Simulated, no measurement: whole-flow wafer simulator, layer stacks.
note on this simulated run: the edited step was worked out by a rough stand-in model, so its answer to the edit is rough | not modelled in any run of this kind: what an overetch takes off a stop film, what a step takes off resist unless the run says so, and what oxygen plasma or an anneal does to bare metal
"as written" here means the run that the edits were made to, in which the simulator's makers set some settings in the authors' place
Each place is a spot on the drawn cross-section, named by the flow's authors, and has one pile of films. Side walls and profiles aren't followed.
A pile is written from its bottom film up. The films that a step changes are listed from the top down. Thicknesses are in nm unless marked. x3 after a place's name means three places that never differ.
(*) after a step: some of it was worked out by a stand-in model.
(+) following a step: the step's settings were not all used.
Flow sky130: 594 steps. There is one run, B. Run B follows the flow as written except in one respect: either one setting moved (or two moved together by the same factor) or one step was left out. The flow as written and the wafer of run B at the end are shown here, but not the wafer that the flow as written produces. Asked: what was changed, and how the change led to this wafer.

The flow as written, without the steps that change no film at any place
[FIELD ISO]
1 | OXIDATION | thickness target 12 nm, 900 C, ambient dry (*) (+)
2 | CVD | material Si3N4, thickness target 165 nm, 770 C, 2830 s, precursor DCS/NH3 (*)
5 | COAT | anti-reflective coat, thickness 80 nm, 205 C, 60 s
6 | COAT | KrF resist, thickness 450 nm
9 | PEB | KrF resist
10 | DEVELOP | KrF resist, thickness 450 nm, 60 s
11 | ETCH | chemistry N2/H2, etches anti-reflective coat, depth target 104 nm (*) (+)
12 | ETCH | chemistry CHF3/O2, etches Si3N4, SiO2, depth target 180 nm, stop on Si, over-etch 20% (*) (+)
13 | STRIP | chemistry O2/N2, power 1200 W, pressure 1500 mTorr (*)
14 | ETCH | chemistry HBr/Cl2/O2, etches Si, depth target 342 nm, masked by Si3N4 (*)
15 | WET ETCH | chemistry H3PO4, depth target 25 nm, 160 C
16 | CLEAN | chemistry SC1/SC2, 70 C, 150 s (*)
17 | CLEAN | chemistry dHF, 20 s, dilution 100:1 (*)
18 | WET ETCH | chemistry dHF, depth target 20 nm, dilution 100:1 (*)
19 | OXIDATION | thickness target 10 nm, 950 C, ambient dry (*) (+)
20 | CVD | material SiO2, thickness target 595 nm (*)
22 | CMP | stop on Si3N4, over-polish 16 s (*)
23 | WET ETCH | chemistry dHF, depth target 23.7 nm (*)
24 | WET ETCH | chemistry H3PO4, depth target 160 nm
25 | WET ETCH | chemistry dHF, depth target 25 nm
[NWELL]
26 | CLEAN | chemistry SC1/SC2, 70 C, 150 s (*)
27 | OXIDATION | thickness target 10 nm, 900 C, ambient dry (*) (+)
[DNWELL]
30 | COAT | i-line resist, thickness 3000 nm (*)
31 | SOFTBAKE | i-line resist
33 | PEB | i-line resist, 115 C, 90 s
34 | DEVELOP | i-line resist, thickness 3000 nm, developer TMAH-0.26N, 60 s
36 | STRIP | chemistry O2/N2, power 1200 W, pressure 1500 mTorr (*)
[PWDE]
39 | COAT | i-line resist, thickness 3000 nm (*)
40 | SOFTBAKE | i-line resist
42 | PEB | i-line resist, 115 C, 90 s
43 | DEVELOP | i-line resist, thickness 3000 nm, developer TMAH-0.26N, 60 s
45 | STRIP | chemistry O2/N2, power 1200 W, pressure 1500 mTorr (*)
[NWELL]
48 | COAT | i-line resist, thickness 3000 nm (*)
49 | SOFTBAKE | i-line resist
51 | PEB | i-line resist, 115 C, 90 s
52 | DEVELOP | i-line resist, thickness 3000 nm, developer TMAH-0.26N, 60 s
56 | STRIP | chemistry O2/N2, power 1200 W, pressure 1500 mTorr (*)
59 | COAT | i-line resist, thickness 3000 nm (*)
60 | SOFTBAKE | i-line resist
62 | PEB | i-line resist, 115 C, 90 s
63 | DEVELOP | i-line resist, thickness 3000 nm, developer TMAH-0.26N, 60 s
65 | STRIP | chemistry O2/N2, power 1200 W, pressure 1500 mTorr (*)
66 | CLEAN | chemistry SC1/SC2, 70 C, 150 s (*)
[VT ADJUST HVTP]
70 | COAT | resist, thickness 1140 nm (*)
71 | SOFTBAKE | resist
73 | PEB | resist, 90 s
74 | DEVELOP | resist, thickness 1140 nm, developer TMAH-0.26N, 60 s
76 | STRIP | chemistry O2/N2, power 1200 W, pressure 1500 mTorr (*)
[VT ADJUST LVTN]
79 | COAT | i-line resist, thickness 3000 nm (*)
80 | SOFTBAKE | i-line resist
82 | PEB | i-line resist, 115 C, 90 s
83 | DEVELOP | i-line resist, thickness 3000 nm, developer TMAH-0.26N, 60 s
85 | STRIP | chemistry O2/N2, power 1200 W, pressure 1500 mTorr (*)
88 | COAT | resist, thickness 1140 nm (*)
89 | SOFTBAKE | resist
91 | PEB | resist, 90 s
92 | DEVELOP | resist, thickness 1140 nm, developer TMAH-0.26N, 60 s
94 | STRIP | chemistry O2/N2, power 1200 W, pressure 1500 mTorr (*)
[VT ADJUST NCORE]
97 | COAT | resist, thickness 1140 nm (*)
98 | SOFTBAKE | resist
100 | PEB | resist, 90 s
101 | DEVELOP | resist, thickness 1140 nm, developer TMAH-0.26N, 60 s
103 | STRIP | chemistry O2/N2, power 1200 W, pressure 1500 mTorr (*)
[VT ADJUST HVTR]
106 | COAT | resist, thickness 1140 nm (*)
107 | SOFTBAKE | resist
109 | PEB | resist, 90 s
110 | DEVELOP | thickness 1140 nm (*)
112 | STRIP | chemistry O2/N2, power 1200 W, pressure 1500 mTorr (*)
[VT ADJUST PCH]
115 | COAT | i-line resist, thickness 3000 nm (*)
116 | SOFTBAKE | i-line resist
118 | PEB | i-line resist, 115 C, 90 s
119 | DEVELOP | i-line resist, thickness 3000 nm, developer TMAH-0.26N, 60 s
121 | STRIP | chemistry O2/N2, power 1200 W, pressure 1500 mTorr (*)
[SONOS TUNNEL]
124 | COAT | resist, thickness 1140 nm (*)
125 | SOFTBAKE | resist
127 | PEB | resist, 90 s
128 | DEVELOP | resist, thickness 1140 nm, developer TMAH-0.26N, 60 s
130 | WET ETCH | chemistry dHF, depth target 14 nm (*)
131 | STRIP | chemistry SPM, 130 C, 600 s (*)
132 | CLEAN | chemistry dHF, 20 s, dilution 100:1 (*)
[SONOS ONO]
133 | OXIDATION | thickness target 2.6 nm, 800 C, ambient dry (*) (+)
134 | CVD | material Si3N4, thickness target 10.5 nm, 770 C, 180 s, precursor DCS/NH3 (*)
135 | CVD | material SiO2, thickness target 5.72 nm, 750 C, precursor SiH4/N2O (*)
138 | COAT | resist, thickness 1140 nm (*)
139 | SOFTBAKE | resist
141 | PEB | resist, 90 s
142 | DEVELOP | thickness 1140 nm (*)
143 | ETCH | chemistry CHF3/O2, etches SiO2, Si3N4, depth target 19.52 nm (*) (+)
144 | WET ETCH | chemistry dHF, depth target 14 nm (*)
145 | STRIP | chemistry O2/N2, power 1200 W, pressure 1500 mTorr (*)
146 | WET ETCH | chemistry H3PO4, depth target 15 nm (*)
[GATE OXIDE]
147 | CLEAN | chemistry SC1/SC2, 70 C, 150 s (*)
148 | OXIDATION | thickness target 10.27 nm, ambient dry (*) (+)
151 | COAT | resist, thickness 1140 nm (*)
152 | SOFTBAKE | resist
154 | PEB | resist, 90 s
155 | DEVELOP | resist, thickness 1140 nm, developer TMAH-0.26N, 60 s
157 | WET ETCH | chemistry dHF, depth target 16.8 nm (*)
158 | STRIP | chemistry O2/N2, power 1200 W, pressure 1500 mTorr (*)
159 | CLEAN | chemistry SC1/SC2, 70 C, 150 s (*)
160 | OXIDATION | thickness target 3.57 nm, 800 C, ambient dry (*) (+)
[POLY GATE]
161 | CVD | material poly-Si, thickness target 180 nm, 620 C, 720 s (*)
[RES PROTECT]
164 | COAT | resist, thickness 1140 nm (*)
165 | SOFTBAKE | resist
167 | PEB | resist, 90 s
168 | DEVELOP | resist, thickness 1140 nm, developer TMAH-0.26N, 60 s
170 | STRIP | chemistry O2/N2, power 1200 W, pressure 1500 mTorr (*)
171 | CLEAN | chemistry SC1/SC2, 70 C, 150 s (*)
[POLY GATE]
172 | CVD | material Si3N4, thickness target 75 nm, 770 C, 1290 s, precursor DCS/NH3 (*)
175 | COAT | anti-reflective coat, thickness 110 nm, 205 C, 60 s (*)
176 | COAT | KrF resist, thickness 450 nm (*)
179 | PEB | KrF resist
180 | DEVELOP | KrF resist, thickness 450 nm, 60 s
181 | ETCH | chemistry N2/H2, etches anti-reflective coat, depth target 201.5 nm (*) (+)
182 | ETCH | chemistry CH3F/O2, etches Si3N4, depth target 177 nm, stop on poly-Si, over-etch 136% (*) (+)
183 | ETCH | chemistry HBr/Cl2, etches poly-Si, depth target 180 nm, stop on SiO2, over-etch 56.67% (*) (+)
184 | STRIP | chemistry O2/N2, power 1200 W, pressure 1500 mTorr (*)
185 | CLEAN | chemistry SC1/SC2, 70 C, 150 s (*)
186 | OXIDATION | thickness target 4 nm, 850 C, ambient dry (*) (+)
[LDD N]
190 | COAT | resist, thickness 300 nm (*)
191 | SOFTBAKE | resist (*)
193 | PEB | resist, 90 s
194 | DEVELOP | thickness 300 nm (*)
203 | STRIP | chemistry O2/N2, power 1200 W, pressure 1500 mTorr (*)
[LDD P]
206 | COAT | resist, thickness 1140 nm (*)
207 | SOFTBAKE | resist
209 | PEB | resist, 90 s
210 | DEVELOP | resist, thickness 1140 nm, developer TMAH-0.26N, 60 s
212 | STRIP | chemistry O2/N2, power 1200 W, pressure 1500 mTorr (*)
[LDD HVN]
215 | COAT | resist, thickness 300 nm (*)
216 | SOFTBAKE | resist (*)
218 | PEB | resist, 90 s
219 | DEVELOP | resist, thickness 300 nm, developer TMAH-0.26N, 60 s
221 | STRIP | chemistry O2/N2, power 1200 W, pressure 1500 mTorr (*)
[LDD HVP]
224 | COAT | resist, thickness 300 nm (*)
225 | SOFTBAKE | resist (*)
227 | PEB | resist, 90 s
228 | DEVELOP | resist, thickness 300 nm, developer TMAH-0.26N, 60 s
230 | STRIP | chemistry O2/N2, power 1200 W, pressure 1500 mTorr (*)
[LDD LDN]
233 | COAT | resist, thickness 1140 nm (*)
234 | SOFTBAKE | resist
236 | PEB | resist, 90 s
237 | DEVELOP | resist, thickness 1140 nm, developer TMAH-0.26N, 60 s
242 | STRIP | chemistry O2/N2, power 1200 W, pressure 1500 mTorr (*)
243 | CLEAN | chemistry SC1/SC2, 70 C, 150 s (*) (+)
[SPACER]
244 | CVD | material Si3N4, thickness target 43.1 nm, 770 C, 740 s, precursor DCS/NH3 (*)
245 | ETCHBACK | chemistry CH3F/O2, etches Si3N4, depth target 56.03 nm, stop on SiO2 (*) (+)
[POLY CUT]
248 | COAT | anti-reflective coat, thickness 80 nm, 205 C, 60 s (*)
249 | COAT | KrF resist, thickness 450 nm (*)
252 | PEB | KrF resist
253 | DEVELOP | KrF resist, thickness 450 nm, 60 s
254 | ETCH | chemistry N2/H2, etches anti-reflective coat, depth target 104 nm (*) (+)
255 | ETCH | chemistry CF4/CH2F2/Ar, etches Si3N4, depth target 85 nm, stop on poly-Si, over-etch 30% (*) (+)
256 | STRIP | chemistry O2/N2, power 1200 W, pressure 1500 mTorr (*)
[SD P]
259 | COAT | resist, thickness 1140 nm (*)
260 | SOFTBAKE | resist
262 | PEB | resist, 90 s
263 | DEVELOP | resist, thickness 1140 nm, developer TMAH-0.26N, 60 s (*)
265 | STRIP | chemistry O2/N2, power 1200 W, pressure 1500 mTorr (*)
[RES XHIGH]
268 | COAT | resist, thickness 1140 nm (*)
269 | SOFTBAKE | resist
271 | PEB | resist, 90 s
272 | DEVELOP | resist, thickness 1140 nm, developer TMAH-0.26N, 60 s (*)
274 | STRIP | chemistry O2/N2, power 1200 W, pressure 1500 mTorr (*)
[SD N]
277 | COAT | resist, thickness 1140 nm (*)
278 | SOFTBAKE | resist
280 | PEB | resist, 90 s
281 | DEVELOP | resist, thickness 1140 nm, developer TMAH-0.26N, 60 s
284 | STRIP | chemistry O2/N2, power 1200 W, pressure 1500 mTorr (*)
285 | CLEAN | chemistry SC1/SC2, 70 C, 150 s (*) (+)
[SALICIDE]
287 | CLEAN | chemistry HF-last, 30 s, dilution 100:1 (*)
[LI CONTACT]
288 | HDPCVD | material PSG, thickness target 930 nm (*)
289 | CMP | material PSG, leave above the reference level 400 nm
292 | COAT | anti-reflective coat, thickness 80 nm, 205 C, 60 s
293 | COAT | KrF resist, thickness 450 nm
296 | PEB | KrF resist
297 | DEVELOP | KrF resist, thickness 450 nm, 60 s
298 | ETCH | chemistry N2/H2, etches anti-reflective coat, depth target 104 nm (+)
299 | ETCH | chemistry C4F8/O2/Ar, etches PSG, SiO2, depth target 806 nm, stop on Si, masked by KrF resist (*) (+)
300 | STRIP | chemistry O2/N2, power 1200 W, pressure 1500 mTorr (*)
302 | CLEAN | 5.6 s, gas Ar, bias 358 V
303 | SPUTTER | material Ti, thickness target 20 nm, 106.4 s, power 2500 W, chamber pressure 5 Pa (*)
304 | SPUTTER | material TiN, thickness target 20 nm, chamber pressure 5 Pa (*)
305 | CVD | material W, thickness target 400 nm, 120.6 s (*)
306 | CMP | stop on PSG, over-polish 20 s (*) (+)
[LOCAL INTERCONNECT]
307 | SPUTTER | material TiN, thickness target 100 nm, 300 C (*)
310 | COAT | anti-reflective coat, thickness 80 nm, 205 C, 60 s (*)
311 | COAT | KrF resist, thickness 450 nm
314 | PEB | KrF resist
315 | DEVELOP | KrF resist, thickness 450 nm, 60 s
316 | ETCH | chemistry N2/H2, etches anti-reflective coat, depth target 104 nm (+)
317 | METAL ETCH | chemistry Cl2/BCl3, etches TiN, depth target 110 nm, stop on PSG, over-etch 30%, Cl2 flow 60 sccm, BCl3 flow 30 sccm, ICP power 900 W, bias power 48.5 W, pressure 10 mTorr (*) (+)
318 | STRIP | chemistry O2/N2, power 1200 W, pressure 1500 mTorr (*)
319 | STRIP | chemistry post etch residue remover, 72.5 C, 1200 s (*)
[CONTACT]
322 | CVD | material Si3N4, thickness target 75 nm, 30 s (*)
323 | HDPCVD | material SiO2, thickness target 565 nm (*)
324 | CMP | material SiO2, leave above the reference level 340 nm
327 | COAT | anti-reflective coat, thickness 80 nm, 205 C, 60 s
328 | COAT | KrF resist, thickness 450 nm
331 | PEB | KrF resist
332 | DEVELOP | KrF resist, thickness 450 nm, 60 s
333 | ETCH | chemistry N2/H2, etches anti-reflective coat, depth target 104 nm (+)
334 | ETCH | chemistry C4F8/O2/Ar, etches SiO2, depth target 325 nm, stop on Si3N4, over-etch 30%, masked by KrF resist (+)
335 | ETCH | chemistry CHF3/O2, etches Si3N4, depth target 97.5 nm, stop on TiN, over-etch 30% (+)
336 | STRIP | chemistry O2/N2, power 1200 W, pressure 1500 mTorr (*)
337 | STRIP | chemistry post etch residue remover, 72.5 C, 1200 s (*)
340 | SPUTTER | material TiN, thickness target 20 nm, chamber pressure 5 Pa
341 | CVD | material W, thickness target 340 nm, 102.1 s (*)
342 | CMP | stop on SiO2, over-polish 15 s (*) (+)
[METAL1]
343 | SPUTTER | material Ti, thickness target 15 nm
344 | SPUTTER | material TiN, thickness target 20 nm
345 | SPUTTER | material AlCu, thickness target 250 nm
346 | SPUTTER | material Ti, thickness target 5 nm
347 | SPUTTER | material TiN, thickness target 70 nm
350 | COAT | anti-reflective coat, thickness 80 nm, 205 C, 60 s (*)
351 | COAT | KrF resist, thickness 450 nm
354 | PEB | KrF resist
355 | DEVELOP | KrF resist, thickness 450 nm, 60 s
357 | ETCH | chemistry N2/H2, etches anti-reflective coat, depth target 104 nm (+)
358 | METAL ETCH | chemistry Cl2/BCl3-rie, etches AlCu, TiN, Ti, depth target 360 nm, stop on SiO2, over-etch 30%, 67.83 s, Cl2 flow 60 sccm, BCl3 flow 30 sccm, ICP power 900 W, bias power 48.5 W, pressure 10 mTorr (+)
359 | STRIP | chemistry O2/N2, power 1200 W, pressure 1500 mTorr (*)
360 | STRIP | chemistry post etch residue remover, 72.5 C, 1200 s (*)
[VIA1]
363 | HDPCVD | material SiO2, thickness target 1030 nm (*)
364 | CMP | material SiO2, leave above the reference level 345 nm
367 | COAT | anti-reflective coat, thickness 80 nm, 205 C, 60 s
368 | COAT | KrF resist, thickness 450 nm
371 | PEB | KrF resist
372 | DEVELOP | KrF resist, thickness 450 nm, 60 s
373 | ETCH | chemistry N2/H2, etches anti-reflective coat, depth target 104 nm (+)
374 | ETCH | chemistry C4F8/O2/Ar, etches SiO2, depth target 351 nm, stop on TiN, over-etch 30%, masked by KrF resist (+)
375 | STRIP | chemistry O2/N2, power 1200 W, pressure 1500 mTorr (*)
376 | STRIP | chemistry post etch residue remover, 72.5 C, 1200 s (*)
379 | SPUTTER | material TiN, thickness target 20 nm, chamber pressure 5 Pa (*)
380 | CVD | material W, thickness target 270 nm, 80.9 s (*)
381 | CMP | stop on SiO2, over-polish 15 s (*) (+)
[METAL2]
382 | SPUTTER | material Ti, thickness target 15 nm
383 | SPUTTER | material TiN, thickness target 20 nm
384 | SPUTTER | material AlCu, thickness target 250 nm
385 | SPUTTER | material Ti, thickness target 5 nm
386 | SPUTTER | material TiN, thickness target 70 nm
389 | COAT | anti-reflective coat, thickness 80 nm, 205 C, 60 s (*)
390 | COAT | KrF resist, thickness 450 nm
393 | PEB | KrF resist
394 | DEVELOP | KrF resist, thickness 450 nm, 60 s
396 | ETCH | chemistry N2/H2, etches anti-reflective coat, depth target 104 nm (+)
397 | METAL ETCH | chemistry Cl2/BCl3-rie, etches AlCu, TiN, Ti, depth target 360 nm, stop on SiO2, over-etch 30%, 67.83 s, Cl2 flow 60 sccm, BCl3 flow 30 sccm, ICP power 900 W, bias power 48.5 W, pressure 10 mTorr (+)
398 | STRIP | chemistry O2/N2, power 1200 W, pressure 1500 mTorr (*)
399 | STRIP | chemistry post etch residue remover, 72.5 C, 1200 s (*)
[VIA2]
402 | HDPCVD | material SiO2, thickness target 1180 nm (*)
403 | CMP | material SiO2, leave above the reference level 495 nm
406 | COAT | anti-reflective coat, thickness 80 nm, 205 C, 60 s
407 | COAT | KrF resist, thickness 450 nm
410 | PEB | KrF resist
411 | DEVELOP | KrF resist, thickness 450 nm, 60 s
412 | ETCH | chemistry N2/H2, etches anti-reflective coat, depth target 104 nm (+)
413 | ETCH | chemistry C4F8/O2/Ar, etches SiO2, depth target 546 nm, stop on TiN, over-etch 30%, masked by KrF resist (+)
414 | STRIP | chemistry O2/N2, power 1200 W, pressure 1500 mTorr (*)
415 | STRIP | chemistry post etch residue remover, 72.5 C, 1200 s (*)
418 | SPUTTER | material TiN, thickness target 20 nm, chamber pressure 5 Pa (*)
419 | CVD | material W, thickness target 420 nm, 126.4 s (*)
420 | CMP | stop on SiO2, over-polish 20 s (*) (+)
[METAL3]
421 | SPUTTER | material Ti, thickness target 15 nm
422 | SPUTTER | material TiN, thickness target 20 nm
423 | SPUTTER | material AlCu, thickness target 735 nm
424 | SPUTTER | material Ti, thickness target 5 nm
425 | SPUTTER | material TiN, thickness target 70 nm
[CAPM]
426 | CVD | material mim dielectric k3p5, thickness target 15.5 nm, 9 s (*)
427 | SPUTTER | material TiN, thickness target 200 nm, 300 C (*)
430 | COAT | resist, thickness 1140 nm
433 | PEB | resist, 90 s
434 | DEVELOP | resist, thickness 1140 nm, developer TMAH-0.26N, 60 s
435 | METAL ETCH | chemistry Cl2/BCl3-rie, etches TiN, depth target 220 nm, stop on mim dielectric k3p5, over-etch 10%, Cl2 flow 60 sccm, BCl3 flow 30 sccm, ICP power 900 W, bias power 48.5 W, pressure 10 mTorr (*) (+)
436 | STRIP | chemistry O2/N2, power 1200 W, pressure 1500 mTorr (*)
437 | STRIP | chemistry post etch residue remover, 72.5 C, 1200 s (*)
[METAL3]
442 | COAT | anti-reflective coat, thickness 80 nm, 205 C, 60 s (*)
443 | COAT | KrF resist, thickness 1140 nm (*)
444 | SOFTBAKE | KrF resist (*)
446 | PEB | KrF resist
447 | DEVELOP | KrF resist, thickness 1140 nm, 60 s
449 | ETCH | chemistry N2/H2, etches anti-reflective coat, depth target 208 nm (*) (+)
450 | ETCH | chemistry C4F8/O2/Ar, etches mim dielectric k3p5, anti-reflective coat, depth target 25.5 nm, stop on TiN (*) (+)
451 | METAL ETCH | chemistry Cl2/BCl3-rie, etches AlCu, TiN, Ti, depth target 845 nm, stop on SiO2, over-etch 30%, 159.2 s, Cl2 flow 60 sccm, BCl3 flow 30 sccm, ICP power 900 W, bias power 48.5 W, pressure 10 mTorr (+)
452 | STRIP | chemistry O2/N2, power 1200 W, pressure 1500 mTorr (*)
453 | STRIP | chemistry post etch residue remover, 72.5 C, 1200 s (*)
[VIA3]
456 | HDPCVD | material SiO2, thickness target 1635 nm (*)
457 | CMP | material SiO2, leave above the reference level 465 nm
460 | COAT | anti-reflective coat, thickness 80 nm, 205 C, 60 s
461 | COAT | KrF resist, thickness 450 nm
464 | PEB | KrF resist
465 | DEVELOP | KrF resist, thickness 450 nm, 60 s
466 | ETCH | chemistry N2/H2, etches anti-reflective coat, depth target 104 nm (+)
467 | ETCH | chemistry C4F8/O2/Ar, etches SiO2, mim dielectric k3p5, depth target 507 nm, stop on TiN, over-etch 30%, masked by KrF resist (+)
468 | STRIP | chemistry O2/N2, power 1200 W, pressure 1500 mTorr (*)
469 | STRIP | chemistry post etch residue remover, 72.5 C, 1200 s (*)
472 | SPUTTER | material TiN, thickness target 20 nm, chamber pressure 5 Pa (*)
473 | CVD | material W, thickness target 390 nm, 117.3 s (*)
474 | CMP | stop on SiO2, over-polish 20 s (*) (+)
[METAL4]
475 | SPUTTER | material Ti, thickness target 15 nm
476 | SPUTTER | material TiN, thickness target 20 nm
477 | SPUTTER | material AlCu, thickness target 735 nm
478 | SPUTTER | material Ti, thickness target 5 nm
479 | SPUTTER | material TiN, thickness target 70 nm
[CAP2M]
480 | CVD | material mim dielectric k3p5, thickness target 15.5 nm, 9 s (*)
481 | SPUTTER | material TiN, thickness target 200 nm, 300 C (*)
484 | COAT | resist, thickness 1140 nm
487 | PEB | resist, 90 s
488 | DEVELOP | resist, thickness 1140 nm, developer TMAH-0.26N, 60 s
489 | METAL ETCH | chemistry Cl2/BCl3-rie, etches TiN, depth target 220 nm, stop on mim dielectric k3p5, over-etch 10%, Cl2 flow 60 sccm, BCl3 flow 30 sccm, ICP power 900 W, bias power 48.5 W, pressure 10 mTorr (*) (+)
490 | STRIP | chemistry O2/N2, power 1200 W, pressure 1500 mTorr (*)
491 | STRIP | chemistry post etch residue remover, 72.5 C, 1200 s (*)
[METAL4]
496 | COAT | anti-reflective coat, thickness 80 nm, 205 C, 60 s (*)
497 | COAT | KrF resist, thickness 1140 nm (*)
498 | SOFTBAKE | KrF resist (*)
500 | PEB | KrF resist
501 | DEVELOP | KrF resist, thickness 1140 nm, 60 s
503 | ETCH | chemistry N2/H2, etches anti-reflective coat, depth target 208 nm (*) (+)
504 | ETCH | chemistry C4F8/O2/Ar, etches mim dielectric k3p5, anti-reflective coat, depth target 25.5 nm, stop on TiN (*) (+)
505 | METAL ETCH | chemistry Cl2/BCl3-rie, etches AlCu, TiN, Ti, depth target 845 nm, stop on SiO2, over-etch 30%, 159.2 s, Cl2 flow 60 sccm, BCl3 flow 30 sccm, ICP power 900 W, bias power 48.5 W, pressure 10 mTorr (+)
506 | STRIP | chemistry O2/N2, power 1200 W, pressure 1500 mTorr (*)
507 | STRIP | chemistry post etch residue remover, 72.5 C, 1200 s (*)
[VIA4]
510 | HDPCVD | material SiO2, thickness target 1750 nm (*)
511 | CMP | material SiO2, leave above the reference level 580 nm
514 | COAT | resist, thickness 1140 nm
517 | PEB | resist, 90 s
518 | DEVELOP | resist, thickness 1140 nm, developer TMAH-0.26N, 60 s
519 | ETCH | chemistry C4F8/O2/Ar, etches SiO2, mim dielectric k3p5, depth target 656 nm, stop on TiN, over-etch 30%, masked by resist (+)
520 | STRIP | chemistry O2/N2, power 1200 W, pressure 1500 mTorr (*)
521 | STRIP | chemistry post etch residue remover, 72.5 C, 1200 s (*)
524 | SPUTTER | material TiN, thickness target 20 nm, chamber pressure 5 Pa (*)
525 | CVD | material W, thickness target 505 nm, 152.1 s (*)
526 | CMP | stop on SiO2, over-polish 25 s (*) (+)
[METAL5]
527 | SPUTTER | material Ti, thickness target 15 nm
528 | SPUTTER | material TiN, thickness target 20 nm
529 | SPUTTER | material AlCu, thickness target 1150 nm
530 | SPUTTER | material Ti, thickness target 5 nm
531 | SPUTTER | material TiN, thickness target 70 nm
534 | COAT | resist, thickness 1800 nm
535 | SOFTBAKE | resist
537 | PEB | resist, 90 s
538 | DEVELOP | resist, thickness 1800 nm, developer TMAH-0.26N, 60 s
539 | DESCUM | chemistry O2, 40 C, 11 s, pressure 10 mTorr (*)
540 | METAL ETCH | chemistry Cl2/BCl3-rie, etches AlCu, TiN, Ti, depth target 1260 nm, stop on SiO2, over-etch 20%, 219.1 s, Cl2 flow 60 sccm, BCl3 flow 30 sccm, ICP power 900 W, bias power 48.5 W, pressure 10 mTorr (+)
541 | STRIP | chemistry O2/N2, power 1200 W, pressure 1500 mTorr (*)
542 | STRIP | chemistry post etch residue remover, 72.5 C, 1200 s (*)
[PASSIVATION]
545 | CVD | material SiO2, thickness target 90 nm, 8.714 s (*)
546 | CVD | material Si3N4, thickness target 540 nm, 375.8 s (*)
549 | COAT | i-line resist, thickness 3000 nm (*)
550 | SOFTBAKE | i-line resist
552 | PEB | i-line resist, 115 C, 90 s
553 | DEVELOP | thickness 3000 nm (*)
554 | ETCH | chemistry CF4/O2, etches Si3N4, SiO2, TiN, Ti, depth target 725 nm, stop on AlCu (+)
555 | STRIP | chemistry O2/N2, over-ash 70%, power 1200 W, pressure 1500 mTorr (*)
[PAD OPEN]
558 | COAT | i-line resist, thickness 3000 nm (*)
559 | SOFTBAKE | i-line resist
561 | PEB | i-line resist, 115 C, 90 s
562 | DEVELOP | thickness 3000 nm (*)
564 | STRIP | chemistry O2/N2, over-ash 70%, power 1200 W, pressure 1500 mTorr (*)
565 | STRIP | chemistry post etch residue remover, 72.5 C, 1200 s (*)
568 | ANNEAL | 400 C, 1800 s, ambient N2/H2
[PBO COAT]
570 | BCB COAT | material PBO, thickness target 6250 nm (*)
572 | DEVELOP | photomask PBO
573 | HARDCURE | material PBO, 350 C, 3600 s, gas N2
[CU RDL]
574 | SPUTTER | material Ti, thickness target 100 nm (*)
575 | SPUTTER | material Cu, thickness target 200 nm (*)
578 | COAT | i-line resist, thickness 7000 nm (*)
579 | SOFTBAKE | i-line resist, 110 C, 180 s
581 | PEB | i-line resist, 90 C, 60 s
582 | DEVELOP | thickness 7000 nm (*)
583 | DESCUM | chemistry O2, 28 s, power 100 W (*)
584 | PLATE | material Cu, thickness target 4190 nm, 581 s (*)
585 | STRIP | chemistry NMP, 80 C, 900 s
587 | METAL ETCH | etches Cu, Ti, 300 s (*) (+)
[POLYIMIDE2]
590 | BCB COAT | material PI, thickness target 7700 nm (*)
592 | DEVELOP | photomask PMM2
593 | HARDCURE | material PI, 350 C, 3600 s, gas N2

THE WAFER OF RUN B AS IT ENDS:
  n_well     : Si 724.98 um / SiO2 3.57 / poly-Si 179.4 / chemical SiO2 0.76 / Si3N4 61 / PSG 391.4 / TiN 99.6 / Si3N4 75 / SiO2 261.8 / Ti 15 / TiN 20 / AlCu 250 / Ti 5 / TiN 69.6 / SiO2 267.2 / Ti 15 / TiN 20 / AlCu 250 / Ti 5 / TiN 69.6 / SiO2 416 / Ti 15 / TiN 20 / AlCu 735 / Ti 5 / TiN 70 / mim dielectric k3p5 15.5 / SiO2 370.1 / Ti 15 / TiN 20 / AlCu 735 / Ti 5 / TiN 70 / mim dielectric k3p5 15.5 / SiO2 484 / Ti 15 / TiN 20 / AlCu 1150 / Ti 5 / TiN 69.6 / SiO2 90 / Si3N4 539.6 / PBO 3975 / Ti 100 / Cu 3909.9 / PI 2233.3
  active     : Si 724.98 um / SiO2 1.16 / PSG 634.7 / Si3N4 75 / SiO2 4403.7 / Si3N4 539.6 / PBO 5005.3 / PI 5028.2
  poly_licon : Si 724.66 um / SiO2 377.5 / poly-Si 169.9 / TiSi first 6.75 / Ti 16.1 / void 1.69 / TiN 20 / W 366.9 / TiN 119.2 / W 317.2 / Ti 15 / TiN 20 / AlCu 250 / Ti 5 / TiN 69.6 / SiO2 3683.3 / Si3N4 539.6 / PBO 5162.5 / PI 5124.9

The reason: step 575, SPUTTER: thickness target 110 nm was run, though the flow has thickness target 200 nm.

Step by step, how the change led to this:
  575 | SPUTTER | material Cu, thickness target 200 nm (*)
      field, active, n_well and 190 more: Cu gains 110 (new film) (in the flow as written it would be: Cu gains 200 (new film))
  579 | SOFTBAKE | i-line resist, 110 C, 180 s
      hv_encl: i-line resist loses 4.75 (in the flow as written it would be: i-line resist loses 2.19)
  587 | METAL ETCH | etches Cu, Ti, 300 s (*) (+)
      field, active, gate and 167 more: Cu loses 110 (all of it), Ti loses 100 (all of it) (in the flow as written it would be: Cu loses 200 (all of it), Ti loses 100 (all of it))
  590 | BCB COAT | material PI, thickness target 7700 nm (*)
      n_well, p_well, sd_n, sd_p: PI gains 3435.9 (new film) (in the flow as written it would be: PI gains 3345.9 (new film))
      mim: PI gains 3726.7 (new film) (in the flow as written it would be: PI gains 3640.8 (new film))
      (and at 14 other places as well)
  593 | HARDCURE | material PI, 350 C, 3600 s, gas N2
      n_well, p_well, sd_n, sd_p: PI loses 1202.6 (in the flow as written it would be: PI loses 1171.1)
